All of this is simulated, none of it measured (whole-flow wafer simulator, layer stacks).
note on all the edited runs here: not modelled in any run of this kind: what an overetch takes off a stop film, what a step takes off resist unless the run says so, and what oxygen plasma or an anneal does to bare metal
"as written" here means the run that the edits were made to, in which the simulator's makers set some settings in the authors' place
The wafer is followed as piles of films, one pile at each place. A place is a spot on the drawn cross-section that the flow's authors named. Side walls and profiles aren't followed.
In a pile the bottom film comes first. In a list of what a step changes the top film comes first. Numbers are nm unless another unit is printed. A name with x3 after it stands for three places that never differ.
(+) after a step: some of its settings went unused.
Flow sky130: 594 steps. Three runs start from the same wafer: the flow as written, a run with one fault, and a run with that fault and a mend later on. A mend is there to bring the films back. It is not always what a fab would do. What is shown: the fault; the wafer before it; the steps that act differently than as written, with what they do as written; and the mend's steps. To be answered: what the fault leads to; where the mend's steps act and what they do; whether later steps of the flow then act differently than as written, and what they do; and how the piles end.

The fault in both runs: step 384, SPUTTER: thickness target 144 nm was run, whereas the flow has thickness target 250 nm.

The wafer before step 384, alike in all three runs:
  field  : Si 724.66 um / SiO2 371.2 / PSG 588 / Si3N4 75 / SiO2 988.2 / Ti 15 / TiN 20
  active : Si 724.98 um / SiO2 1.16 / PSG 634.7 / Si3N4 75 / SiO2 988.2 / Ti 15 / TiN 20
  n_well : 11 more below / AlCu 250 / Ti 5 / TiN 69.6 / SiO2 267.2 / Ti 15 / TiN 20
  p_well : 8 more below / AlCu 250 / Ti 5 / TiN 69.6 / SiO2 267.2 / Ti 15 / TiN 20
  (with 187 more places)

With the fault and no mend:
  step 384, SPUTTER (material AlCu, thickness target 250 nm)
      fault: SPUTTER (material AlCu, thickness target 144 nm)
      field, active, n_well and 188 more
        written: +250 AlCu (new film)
        fault: +144 AlCu (new film)
  Later steps of the flow acting differently than as written (14 other steps are not shown; they differ only slightly, by no more than 2% or 0.5 nm, whichever is larger):
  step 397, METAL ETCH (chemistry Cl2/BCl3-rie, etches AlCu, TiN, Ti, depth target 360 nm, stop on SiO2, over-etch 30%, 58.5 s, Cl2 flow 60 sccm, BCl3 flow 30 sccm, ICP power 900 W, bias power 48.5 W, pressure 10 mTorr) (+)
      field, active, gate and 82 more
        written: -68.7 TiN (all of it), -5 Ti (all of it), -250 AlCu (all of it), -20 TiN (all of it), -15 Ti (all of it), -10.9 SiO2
        fault: -68.7 TiN (all of it), -5 Ti (all of it), -144 AlCu (all of it), -20 TiN (all of it), -15 Ti (all of it), -21.5 SiO2
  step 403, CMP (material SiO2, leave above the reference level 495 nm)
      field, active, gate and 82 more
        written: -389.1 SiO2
        fault: -484.5 SiO2
  The piles end different from the flow's at field, active, n_well and 190 more by more than 2% or 0.5 nm, whichever is larger.
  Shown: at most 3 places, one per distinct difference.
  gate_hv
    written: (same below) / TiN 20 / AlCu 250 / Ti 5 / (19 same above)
    fault: (same below) / TiN 20 / AlCu 144 / Ti 5 / (19 same above)
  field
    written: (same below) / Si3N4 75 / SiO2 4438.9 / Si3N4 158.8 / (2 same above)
    fault: (same below) / Si3N4 75 / SiO2 4332.9 / Si3N4 158.8 / (2 same above)
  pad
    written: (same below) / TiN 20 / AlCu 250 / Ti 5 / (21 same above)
    fault: (same below) / TiN 20 / AlCu 144 / Ti 5 / (21 same above)

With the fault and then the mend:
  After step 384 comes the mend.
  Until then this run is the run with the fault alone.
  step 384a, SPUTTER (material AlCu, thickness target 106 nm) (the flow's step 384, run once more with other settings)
      field, active, n_well and 188 more
        +106 AlCu
  Every later step of the flow that is run acts as written at every place that is followed.
  The piles end the same as the flow's at every place that both follow.
